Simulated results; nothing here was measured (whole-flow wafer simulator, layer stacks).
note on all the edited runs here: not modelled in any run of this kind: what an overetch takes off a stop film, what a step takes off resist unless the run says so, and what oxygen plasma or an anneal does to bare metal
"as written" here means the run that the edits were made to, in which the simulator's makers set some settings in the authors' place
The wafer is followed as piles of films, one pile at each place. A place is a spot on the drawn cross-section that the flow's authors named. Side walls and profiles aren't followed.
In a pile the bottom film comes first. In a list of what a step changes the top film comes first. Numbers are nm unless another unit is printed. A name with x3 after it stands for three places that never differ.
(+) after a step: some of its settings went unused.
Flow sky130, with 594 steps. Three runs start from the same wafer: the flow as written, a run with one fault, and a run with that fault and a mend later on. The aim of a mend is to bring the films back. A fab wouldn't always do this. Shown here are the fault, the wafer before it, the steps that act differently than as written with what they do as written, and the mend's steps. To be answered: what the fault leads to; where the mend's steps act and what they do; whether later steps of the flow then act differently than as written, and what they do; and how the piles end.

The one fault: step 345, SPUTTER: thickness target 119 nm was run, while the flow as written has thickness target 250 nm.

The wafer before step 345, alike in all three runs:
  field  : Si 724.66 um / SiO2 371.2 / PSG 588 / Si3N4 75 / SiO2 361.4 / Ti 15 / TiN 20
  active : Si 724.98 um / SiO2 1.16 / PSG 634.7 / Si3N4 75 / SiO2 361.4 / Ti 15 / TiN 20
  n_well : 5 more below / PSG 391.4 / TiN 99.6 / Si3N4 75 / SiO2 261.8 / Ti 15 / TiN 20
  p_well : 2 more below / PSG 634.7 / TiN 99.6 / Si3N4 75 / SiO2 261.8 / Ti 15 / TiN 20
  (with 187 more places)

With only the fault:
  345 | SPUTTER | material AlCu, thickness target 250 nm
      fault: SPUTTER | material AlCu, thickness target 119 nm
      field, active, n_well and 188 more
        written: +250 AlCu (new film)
        fault: +119 AlCu (new film)
  Steps later in the flow that act otherwise than as written (18 more steps, not shown, differ only slightly: by at most 2% or 0.5 nm, whichever is larger):
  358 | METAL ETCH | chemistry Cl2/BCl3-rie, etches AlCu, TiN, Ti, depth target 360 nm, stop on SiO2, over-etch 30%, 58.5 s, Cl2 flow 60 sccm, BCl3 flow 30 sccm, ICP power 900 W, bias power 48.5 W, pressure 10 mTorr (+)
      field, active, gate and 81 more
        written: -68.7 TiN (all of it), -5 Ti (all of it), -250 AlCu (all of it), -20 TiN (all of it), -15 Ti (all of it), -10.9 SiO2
        fault: -68.7 TiN (all of it), -5 Ti (all of it), -119 AlCu (all of it), -20 TiN (all of it), -15 Ti (all of it), -24 SiO2
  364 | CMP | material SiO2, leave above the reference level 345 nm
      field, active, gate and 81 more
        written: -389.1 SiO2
        fault: -507 SiO2
  At field, active, n_well and 190 more, the piles at the end differ from the flow's by more than 2% or 0.5 nm, whichever is larger.
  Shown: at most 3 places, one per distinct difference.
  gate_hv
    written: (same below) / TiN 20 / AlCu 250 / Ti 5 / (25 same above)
    fault: (same below) / TiN 20 / AlCu 119 / Ti 5 / (25 same above)
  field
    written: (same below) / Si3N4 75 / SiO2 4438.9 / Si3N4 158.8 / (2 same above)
    fault: (same below) / Si3N4 75 / SiO2 4307.9 / Si3N4 158.8 / (2 same above)
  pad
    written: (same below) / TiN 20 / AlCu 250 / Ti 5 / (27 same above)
    fault: (same below) / TiN 20 / AlCu 119 / Ti 5 / (27 same above)

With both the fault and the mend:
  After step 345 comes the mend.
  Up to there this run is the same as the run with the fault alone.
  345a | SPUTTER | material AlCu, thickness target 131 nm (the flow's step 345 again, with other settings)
      field, active, n_well and 188 more
        +131 AlCu
  Every later step of the flow that is run acts as written at every place that is followed.
  By the end, the piles equal the flow's at every place that both follow.
